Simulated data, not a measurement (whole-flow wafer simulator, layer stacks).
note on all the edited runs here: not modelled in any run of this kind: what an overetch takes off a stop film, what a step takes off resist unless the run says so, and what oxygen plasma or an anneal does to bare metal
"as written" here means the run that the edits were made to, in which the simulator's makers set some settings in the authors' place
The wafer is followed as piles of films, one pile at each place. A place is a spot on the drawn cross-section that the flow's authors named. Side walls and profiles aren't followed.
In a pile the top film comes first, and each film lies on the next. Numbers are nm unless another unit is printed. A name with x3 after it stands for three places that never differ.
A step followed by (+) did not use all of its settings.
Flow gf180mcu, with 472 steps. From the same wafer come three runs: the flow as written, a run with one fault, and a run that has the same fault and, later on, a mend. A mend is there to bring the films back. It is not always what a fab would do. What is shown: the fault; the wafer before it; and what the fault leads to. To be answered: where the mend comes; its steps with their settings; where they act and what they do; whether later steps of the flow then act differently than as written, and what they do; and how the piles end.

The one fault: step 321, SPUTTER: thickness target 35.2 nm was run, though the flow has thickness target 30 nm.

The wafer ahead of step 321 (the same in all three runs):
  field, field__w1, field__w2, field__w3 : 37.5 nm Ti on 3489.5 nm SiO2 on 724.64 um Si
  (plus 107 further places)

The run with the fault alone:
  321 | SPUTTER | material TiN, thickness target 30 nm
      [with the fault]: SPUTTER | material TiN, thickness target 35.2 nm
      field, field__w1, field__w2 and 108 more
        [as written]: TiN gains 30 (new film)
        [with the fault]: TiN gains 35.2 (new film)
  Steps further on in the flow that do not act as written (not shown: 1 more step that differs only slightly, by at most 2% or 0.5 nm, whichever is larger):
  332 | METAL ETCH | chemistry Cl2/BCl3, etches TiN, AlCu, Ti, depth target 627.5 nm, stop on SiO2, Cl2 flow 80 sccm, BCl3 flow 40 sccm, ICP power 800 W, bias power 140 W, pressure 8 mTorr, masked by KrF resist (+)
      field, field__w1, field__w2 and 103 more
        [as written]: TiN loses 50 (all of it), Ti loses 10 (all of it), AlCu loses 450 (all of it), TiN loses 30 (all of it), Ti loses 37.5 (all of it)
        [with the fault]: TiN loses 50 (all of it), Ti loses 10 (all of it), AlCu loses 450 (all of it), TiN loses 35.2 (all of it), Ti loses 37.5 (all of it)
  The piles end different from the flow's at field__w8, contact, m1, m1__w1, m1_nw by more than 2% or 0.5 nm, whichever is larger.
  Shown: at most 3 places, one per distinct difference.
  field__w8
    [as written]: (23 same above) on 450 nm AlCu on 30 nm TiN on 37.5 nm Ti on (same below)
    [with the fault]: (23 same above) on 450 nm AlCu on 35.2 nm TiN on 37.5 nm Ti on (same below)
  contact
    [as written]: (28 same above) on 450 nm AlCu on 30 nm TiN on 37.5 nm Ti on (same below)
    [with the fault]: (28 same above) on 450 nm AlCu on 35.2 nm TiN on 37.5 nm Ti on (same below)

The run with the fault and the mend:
  The mend follows step 321.
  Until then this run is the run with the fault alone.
  321a | METAL ETCH | chemistry Cl2/BCl3, etches TiN, AlCu, Ti, depth target 5.2 nm, Cl2 flow 80 sccm, BCl3 flow 40 sccm, ICP power 800 W, bias power 140 W, pressure 8 mTorr (the flow's step 260 again, with other settings)
      field, field__w1, field__w2 and 108 more
        TiN loses 5.2
  None of the later steps of the flow acts differently than as written at any place that is followed.
  At every place that both follow, the piles at the end match the flow's.
